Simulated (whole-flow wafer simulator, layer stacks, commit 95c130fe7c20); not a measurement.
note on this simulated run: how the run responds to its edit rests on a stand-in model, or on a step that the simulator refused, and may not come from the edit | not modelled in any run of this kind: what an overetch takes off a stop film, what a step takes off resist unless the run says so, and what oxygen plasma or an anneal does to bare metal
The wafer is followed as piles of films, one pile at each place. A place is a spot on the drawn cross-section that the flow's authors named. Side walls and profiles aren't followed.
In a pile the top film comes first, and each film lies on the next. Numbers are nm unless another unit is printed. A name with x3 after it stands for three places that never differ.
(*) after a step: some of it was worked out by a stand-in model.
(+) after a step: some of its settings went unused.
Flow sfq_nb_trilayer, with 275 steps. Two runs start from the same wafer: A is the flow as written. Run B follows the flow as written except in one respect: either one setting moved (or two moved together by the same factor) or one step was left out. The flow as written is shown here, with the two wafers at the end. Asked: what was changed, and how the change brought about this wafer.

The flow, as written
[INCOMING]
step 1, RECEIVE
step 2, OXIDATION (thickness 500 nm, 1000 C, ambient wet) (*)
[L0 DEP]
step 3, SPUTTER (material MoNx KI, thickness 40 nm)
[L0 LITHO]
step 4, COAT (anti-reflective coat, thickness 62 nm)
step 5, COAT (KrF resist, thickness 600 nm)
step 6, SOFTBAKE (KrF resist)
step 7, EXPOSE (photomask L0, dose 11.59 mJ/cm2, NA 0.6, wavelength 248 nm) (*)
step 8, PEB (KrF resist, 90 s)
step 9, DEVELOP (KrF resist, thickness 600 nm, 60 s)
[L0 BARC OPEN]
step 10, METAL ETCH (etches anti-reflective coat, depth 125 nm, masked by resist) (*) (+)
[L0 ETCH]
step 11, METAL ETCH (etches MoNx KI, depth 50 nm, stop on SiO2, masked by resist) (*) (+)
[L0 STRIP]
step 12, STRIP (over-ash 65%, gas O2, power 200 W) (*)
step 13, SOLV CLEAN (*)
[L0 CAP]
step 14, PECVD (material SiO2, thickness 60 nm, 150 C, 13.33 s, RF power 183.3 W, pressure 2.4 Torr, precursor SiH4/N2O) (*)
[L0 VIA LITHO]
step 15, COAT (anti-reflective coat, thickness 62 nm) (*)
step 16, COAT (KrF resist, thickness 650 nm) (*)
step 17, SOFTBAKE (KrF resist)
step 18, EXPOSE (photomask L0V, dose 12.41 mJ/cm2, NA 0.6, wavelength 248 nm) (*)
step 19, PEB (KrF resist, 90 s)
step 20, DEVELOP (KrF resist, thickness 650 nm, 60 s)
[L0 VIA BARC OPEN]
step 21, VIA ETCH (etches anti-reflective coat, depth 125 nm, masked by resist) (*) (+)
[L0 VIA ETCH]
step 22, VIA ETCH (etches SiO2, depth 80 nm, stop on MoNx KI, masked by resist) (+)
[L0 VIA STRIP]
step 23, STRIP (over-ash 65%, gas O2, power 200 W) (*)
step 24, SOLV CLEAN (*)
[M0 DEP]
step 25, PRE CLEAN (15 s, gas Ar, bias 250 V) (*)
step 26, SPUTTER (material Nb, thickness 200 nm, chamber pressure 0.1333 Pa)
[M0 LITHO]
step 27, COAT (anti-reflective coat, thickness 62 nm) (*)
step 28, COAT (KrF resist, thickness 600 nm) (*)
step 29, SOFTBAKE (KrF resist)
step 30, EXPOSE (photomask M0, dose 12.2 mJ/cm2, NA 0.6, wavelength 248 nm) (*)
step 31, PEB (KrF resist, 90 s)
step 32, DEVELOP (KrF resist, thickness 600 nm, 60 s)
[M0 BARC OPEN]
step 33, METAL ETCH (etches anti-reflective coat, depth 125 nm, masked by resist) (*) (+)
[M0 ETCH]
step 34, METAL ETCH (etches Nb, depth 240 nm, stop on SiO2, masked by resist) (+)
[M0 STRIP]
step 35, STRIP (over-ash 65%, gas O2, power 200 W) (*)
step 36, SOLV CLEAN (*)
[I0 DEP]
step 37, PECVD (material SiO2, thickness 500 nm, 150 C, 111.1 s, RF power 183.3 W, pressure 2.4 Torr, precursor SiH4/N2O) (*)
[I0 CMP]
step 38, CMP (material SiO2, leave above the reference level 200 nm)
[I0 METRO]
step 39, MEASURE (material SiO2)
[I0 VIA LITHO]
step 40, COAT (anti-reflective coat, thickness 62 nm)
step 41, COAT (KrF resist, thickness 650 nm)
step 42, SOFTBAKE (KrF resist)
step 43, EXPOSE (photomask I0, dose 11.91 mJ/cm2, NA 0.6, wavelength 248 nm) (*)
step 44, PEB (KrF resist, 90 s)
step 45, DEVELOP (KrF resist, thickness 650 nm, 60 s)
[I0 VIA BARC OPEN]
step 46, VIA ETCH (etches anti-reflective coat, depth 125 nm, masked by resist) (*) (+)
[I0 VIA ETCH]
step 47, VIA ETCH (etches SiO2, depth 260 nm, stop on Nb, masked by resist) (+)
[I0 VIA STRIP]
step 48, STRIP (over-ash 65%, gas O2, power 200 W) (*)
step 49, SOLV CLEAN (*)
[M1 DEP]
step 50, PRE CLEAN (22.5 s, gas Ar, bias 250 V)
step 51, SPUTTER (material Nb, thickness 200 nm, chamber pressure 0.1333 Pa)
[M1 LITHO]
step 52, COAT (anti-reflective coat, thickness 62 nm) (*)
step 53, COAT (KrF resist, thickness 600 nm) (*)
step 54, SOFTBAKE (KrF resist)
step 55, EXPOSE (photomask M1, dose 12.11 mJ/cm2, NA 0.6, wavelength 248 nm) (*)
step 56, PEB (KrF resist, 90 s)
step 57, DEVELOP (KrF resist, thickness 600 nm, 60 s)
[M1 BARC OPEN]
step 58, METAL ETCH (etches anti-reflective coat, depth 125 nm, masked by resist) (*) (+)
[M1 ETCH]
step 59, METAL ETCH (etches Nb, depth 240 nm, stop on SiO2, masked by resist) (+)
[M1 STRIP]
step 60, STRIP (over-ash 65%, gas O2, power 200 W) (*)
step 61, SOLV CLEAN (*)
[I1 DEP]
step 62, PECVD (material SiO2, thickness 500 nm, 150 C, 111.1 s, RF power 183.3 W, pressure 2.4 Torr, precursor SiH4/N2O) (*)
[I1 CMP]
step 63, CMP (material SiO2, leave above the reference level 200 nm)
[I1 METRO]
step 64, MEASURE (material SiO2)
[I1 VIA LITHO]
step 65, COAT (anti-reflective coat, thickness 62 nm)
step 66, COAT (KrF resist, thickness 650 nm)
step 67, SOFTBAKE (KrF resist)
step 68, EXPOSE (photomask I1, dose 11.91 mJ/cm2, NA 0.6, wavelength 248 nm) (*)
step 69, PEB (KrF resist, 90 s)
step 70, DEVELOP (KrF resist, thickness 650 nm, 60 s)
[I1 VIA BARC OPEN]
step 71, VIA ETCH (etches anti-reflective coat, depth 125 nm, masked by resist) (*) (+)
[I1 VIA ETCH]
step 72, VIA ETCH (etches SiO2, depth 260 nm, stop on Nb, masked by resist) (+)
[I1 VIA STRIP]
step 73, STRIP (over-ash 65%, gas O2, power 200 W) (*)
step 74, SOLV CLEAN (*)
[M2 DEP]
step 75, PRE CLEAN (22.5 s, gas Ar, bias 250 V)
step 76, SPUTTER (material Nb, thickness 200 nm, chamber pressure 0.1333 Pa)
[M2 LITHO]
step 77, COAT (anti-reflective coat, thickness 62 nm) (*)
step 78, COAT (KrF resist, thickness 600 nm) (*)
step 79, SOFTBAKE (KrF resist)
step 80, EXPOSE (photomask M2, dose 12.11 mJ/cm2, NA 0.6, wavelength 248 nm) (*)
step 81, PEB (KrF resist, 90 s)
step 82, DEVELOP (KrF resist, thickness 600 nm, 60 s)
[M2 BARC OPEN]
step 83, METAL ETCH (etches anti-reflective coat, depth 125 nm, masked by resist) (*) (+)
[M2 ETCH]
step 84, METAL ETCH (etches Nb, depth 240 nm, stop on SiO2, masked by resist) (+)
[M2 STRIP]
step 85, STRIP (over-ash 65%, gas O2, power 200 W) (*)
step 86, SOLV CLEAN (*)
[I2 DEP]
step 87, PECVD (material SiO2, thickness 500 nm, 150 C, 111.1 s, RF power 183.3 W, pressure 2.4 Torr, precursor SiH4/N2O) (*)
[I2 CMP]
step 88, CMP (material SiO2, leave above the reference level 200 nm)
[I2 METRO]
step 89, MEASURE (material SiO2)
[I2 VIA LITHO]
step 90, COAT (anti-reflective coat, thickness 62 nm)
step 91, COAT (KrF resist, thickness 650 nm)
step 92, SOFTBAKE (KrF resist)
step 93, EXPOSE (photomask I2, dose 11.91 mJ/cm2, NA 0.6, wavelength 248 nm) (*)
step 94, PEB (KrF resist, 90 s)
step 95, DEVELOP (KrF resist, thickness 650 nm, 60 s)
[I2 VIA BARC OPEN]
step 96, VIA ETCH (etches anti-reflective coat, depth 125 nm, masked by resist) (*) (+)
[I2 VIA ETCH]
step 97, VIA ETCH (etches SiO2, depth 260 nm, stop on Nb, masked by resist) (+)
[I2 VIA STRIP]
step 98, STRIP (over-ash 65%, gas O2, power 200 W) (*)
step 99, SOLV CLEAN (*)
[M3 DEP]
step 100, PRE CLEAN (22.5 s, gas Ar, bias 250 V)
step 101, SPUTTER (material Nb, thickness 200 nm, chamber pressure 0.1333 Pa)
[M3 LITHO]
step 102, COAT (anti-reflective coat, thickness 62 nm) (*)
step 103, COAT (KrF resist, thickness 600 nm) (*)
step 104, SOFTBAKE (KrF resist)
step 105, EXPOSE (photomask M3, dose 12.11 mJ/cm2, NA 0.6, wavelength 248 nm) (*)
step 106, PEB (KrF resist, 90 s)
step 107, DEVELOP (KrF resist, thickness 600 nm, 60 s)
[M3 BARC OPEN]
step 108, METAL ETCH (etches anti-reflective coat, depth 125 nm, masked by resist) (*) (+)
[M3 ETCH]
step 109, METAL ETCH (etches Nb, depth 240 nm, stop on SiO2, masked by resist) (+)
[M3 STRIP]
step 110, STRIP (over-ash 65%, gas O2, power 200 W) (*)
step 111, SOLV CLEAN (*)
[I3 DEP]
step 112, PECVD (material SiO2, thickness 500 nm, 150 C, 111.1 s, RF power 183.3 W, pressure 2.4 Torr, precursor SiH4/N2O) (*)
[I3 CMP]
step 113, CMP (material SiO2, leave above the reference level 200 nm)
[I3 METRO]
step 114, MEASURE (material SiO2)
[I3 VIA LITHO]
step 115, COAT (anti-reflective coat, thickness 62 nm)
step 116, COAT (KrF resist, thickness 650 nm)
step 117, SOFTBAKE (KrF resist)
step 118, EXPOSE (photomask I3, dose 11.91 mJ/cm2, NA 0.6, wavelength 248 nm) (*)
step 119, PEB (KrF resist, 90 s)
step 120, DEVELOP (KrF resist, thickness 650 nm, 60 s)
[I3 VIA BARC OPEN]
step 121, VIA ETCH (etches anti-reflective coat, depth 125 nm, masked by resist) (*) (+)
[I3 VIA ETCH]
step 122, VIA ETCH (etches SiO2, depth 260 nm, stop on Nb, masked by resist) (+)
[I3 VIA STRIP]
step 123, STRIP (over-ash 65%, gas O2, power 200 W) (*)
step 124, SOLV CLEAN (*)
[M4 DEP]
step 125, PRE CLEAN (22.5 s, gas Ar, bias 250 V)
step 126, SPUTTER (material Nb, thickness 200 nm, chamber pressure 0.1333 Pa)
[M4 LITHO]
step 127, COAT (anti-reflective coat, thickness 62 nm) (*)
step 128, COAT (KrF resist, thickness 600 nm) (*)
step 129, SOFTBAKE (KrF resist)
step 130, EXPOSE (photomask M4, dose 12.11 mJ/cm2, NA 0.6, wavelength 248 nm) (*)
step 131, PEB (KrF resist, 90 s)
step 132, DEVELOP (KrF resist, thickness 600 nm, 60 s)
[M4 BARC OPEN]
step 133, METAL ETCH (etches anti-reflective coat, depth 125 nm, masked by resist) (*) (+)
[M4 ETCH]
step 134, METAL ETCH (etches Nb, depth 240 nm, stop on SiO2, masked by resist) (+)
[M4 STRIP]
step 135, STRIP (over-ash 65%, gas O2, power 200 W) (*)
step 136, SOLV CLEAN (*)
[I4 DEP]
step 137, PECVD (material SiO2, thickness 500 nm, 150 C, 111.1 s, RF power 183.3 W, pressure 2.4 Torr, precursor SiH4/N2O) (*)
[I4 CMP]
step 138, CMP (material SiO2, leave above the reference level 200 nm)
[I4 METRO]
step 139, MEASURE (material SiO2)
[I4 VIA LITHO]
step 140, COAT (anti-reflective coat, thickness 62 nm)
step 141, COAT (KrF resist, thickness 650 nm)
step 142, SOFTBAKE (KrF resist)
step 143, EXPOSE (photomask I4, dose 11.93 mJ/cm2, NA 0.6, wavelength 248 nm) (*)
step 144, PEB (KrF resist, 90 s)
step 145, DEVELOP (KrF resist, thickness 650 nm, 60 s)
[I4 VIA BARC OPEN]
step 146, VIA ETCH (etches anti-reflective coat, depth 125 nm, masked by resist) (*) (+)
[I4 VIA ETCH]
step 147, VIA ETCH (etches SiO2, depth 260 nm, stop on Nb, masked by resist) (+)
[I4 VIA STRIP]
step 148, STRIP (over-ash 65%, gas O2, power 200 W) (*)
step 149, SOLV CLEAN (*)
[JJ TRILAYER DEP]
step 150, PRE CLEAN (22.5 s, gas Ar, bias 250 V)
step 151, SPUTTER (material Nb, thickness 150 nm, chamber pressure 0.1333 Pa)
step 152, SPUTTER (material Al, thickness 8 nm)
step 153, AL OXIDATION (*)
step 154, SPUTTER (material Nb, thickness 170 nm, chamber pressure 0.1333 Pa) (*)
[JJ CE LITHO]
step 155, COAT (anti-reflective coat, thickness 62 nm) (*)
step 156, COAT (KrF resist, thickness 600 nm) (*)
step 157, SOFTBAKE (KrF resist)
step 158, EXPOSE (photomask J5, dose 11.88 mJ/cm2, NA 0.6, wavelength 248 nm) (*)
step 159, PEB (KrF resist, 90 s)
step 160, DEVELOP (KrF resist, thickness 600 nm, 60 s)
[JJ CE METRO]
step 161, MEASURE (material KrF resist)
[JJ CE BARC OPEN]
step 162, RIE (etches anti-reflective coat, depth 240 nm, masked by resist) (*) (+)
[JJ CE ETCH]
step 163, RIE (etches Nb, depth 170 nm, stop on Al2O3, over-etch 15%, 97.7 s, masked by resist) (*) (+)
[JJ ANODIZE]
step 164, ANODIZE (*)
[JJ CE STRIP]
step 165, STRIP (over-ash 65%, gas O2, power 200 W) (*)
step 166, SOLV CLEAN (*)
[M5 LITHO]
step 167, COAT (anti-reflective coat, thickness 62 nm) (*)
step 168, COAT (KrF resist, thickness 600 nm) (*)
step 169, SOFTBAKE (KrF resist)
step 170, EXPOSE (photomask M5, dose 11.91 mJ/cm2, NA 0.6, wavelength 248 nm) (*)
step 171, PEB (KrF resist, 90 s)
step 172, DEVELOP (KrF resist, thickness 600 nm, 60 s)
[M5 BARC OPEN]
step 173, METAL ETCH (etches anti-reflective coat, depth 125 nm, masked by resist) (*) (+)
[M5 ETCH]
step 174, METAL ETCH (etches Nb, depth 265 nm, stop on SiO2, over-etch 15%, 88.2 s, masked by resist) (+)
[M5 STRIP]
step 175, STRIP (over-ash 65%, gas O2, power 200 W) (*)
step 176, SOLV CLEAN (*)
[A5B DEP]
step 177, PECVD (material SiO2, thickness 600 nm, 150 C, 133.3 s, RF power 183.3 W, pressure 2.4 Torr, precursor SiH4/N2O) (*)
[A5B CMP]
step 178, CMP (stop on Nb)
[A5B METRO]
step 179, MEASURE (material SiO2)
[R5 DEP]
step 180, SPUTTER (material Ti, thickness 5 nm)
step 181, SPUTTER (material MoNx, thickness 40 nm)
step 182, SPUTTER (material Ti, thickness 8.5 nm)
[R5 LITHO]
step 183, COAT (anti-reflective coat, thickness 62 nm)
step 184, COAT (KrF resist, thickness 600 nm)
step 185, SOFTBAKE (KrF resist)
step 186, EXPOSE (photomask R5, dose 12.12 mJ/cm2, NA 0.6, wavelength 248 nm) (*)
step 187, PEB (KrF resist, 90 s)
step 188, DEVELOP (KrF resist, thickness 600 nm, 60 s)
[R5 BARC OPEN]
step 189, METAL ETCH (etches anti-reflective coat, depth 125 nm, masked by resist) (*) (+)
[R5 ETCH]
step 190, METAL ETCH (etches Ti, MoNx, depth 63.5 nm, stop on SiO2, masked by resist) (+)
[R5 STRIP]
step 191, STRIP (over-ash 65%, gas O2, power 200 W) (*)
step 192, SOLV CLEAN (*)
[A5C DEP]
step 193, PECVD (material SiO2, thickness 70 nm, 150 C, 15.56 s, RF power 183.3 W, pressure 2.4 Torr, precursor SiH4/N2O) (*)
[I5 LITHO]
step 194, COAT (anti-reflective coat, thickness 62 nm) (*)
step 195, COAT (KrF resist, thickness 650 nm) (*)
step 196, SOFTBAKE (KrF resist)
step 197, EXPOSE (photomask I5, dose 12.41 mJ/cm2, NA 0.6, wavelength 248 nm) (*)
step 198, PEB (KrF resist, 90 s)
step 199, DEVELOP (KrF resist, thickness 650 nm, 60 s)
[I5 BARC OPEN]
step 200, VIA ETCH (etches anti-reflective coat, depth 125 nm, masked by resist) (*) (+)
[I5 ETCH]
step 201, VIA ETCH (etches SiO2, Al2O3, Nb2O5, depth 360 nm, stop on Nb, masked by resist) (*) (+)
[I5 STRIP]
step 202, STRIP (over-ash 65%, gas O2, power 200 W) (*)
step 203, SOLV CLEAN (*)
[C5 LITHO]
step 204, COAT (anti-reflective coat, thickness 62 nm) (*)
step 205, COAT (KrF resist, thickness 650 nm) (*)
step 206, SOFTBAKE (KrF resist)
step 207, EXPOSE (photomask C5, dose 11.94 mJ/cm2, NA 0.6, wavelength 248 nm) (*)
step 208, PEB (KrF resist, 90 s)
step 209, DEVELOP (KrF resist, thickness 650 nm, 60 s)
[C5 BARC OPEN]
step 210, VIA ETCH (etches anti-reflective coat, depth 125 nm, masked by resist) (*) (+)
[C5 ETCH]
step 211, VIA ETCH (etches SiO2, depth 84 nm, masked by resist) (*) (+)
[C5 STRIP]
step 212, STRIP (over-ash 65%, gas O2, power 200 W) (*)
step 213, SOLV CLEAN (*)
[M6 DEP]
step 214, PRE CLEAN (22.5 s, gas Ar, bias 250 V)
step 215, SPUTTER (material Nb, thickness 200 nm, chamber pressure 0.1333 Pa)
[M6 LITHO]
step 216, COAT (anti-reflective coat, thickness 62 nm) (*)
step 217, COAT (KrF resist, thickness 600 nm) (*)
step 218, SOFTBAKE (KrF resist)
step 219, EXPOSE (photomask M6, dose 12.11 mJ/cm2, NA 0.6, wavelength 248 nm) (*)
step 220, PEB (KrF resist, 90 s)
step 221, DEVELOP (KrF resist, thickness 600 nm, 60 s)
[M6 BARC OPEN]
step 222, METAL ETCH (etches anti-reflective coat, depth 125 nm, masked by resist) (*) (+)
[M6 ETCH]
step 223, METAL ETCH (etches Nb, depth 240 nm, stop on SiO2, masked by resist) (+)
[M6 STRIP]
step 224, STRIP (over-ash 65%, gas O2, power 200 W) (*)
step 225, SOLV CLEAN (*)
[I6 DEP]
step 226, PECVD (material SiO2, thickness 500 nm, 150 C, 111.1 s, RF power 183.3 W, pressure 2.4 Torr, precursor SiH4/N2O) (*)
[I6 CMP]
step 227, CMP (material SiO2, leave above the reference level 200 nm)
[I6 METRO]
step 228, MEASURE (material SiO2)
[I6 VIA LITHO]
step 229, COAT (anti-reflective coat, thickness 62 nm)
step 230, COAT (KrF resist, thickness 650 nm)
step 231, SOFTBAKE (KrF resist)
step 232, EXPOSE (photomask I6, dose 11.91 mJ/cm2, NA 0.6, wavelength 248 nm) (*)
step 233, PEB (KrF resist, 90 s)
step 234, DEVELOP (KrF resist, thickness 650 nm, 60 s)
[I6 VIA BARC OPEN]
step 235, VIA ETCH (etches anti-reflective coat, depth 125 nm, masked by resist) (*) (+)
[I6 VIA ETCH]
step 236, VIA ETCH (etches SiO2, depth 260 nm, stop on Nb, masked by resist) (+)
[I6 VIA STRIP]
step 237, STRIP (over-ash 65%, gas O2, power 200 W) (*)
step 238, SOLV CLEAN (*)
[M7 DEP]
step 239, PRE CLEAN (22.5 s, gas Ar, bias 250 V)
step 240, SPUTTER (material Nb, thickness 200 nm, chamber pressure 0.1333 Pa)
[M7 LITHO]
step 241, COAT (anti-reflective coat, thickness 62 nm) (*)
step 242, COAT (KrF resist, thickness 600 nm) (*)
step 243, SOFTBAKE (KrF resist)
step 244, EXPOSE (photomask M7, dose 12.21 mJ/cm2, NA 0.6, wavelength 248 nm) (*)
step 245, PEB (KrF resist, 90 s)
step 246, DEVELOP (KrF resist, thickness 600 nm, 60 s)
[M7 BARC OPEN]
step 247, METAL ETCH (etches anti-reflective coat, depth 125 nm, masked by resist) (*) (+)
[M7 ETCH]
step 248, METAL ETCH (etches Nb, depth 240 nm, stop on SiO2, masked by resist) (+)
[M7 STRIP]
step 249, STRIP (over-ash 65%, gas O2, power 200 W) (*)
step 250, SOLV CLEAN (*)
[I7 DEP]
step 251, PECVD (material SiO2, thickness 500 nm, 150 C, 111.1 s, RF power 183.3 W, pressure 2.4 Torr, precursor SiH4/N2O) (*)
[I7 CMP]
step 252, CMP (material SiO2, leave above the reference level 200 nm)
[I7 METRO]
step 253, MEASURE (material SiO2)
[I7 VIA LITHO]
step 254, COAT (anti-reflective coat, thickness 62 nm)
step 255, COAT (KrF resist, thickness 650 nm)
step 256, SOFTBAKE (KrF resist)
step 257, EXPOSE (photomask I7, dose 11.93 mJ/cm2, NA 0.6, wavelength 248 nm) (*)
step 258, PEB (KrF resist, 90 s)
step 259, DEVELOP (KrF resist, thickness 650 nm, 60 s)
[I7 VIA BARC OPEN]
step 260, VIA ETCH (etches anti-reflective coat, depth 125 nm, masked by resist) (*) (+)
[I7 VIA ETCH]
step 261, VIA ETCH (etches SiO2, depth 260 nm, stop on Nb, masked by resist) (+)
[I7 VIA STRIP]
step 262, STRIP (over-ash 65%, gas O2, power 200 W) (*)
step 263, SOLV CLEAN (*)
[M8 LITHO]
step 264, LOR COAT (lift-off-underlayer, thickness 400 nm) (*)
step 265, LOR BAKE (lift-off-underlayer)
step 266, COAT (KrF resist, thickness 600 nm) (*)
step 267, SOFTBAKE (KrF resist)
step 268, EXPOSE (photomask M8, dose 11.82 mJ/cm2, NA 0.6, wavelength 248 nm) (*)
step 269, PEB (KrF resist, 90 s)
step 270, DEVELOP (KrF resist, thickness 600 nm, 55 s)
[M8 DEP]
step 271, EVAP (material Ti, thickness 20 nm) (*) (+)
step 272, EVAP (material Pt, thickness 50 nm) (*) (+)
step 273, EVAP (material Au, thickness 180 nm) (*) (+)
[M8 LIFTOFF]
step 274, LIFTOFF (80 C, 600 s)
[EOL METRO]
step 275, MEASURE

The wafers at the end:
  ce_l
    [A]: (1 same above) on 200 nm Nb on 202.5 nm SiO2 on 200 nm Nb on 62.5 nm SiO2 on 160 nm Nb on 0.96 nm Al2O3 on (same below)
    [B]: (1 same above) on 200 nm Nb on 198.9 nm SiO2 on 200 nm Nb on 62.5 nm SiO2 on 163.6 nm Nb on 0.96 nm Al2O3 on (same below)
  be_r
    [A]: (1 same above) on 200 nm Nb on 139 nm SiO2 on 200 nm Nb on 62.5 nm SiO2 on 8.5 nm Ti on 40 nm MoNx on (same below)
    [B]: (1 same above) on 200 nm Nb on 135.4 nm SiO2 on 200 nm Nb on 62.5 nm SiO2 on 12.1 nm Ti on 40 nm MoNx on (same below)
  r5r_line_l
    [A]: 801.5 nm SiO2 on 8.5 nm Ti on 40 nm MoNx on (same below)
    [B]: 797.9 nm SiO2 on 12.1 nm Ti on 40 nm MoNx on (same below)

Cause: step 182, SPUTTER: thickness 12.1 nm was run, whereas the flow has thickness 8.5 nm.
The wafer itself shows it: be_r has Ti 12.1, and step 182 as written asks for 8.5 nm.

Step by step, how the change led to this:
  step 182, SPUTTER (material Ti, thickness 8.5 nm)
      field_l, v_sur, via_wl and 103 more: A +8.5 Ti (new film) | B +12.1 Ti (new film)
  step 190, METAL ETCH (etches Ti, MoNx, depth 63.5 nm, stop on SiO2, masked by resist) (+)
      field_l, v_sur, via_wl and 92 more: A -8.5 Ti (all of it), -40 MoNx (all of it), -5 Ti (all of it) | B -12.1 Ti (all of it), -40 MoNx (all of it), -5 Ti (all of it)
      ce_l, c5j, ce_r, wl_jj: A -8.5 Ti (all of it), -40 MoNx (all of it), -5 Ti (all of it), -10 Nb | B -12.1 Ti (all of it), -40 MoNx (all of it), -5 Ti (all of it), -6.4 Nb
  step 194, COAT (anti-reflective coat, thickness 62 nm) (*)
      ce_l: A +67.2 anti-reflective coat (new film) | B +65.6 anti-reflective coat (new film)
      ce_r: A +68.1 anti-reflective coat (new film) | B +66.3 anti-reflective coat (new film)
  step 202, STRIP (over-ash 65%, gas O2, power 200 W) (*)
      ce_l: A -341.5 KrF resist (all of it), -67.2 anti-reflective coat (all of it) | B -340.5 KrF resist (all of it), -65.6 anti-reflective coat (all of it)
      ce_r: A -346.1 KrF resist (all of it), -68.1 anti-reflective coat (all of it) | B -345.6 KrF resist (all of it), -66.3 anti-reflective coat (all of it)
  step 204, COAT (anti-reflective coat, thickness 62 nm) (*)
      ce_l: A +66 anti-reflective coat (new film) | B +64.4 anti-reflective coat (new film)
      ce_r: A +67.2 anti-reflective coat (new film) | B +65.4 anti-reflective coat (new film)
  step 212, STRIP (over-ash 65%, gas O2, power 200 W) (*)
      ce_l: A -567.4 KrF resist (all of it), -66 anti-reflective coat (all of it) | B -566.7 KrF resist (all of it), -64.4 anti-reflective coat (all of it)
      ce_r: A -573.7 KrF resist (all of it), -67.2 anti-reflective coat (all of it) | B -573.6 KrF resist (all of it), -65.4 anti-reflective coat (all of it)
  step 216, COAT (anti-reflective coat, thickness 62 nm) (*)
      r5r_spacepad_l, r5r_spacepad_r: A +85.7 anti-reflective coat (new film) | B +87.5 anti-reflective coat (new film)
      ce_l: A +48 anti-reflective coat (new film) | B +46.9 anti-reflective coat (new film)
      (and at 2 other places as well)
  step 222, METAL ETCH (etches anti-reflective coat, depth 125 nm, masked by resist) (*) (+)
      r5r_spacepad_l, r5r_spacepad_r: A -85.7 anti-reflective coat (all of it) | B -87.5 anti-reflective coat (all of it)
  step 224, STRIP (over-ash 65%, gas O2, power 200 W) (*)
      ce_l: A -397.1 KrF resist (all of it), -48 anti-reflective coat (all of it) | B -395.7 KrF resist (all of it), -46.9 anti-reflective coat (all of it)
      ce_r: A -403.5 KrF resist (all of it), -48.8 anti-reflective coat (all of it) | B -402.6 KrF resist (all of it), -47.6 anti-reflective coat (all of it)
      (and at 1 other place as well)
  step 227, CMP (material SiO2, leave above the reference level 200 nm)
      r5r_line_l, r5r_spacepad_l, r5r_spacepad_r, r5r_line_c, r5r_line_r: A -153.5 SiO2 | B -157.1 SiO2
